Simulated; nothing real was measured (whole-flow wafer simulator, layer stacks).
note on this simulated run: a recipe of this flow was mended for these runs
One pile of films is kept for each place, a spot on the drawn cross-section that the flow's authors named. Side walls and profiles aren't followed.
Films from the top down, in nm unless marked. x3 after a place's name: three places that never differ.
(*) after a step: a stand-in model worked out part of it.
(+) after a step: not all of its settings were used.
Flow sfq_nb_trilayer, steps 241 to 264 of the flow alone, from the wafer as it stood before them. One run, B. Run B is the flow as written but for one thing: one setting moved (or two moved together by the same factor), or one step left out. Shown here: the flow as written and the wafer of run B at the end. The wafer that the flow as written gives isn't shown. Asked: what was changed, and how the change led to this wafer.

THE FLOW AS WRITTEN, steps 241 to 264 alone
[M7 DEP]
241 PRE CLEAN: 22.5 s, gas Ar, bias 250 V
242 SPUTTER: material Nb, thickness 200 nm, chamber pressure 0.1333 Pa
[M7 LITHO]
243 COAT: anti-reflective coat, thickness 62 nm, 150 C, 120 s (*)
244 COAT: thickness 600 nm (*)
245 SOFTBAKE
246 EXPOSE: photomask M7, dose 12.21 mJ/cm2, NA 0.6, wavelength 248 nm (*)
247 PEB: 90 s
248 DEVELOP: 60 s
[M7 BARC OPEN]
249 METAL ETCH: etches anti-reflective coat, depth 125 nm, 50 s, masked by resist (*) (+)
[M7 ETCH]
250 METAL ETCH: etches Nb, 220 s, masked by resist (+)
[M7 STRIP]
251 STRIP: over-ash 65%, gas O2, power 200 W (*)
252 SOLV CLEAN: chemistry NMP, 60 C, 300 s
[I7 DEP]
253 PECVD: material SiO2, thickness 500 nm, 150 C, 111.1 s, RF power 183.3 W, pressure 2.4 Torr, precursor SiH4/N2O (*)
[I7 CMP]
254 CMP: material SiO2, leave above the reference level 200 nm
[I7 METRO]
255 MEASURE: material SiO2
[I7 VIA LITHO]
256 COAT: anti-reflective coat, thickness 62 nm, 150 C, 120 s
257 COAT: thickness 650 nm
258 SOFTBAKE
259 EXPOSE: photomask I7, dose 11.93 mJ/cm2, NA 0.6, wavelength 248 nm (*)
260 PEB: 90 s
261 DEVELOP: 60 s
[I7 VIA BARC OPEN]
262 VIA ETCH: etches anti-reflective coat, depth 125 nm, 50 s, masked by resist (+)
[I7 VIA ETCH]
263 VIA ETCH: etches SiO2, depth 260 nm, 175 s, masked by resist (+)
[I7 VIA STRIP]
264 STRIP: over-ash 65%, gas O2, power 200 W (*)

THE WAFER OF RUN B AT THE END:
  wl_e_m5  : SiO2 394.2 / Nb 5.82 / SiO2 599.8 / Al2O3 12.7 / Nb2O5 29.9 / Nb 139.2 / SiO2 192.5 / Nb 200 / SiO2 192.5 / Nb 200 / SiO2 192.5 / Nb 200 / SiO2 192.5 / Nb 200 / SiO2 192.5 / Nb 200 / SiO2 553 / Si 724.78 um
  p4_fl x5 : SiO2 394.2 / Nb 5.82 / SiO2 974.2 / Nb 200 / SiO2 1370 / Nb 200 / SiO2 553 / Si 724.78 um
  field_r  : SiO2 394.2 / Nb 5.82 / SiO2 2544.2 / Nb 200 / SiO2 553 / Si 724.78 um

The cause: step 250, METAL ETCH: 178 s was run, where the flow has 220 s.

How the change led to this, step by step:
  250 METAL ETCH: etches Nb, 220 s, masked by resist (+)
      field_l, field_r, lsp_l and 62 more: Nb -194.2 (as written it would be: Nb -200 (all of it), SiO2 -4)
      v_sur, via_wl, via_w and 38 more: KrF-resist-other-grade -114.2 (as written it would be: KrF-resist-other-grade -141.2)
  251 STRIP: over-ash 65%, gas O2, power 200 W (*)
      wl_j_sl x2, wl_jj, wl_a_sl x3 and 11 more: KrF-resist-other-grade -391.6 (all of it), anti-reflective coat -62 (all of it) (as written it would be: KrF-resist-other-grade -364.6 (all of it), anti-reflective coat -62 (all of it))
      ln_m5, lsp_m, ln_m6, lsp_r: KrF-resist-other-grade -391 (all of it), anti-reflective coat -62.3 (all of it) (as written it would be: KrF-resist-other-grade -364 (all of it), anti-reflective coat -62.3 (all of it))
      (and at 20 more places)
  253 PECVD: material SiO2, thickness 500 nm, 150 C, 111.1 s, RF power 183.3 W, pressure 2.4 Torr, precursor SiH4/N2O (*)
      field_l, p4_fl x5, p4_w1 x9 and 44 more: SiO2 +500 (new film) (as written it would be: SiO2 +500)
      field_r, lsp_l: SiO2 +478.3 (new film) (as written it would be: SiO2 +477.2)
      (and at 4 more places)
  254 CMP: material SiO2, leave above the reference level 200 nm
      field_l, p4_fl x5, p4_w1 x9 and 44 more: SiO2 -105.8 (as written it would be: SiO2 -96)
      field_r, lsp_l: SiO2 -84.1 (as written it would be: SiO2 -73.2)
      (and at 2 more places)
Counting metal films that touch as one body, wl_e_m5 has 7 bodies (between them, from the top down: SiO2 599.8 / Al2O3 12.7 / Nb2O5 29.9; SiO2 192.5; SiO2 192.5; SiO2 192.5; SiO2 192.5; SiO2 192.5); the flow as written gives 6 bodies (between them, from the top down: SiO2 192.5; SiO2 192.5; SiO2 192.5; SiO2 192.5; SiO2 192.5).
Counting metal films that touch as one body, p4_fl x5 has 3 bodies (between them, from the top down: SiO2 974.2; SiO2 1370); the flow as written gives 2 bodies (between them, from the top down: SiO2 1370).
Counting metal films that touch as one body, field_r has 2 bodies (between them, from the top down: SiO2 2544.2); the flow as written gives 1 body.
